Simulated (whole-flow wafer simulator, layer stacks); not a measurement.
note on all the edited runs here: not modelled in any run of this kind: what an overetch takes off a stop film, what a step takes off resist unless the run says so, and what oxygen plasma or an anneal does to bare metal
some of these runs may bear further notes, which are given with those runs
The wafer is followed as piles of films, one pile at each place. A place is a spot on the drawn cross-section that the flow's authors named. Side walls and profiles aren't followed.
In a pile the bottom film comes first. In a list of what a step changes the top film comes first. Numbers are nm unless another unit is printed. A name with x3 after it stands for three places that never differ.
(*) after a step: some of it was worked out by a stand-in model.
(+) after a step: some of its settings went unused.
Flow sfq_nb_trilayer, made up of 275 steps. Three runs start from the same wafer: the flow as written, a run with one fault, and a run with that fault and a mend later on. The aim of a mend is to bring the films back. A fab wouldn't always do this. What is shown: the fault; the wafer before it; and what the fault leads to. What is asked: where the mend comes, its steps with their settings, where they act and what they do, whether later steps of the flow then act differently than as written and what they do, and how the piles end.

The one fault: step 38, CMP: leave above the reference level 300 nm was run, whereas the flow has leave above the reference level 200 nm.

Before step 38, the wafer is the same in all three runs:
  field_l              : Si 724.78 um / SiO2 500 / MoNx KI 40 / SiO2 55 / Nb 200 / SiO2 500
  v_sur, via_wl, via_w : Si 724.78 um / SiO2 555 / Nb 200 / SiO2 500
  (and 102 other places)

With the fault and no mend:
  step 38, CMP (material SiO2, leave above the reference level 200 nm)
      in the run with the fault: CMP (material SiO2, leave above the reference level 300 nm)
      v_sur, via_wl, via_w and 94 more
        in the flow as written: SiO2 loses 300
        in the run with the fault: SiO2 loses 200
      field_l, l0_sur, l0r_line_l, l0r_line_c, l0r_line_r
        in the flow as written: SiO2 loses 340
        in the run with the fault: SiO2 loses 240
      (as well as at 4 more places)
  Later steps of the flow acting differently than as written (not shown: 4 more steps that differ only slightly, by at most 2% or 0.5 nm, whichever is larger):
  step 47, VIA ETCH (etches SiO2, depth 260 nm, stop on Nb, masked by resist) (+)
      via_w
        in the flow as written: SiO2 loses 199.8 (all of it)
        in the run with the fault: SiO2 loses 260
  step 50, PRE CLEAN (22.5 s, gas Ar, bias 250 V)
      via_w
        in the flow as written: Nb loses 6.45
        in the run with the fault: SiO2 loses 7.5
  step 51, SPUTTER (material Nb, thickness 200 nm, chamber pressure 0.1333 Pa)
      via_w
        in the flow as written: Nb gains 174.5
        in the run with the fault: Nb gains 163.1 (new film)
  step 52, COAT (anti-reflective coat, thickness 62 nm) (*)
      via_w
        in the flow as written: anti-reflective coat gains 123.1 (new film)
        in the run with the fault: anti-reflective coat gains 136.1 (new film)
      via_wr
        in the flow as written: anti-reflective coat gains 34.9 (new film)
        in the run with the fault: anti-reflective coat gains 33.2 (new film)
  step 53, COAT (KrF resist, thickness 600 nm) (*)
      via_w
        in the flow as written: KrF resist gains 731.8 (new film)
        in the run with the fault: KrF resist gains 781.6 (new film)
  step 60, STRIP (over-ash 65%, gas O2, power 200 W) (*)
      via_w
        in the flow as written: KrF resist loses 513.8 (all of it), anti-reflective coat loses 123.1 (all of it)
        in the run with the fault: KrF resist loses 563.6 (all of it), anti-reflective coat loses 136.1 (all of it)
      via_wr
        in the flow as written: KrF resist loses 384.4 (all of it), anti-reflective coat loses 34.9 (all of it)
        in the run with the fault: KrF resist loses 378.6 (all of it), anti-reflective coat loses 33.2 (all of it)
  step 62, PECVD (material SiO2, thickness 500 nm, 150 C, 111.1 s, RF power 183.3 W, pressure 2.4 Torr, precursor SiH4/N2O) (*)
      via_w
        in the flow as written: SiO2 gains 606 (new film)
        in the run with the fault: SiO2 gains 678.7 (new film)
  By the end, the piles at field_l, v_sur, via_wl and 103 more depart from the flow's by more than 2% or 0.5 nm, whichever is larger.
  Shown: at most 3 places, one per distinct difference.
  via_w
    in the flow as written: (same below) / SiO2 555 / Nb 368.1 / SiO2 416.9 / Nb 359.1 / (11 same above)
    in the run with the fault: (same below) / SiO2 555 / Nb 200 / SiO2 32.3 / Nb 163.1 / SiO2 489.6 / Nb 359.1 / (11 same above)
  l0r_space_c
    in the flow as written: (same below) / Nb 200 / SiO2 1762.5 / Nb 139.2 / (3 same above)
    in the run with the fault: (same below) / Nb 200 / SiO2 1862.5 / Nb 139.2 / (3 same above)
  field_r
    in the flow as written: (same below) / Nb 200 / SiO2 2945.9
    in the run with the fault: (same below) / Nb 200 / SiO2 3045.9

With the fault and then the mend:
  After step 39 comes the mend.
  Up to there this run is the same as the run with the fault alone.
  step 39a, CMP (material SiO2, leave above the reference level 200 nm) (the flow's step 38 again)
      field_l, v_sur, via_wl and 103 more
        SiO2 loses 100
  None of the later steps of the flow acts differently than as written at any place that is followed.
  The piles end the same as the flow's at every place that both follow.
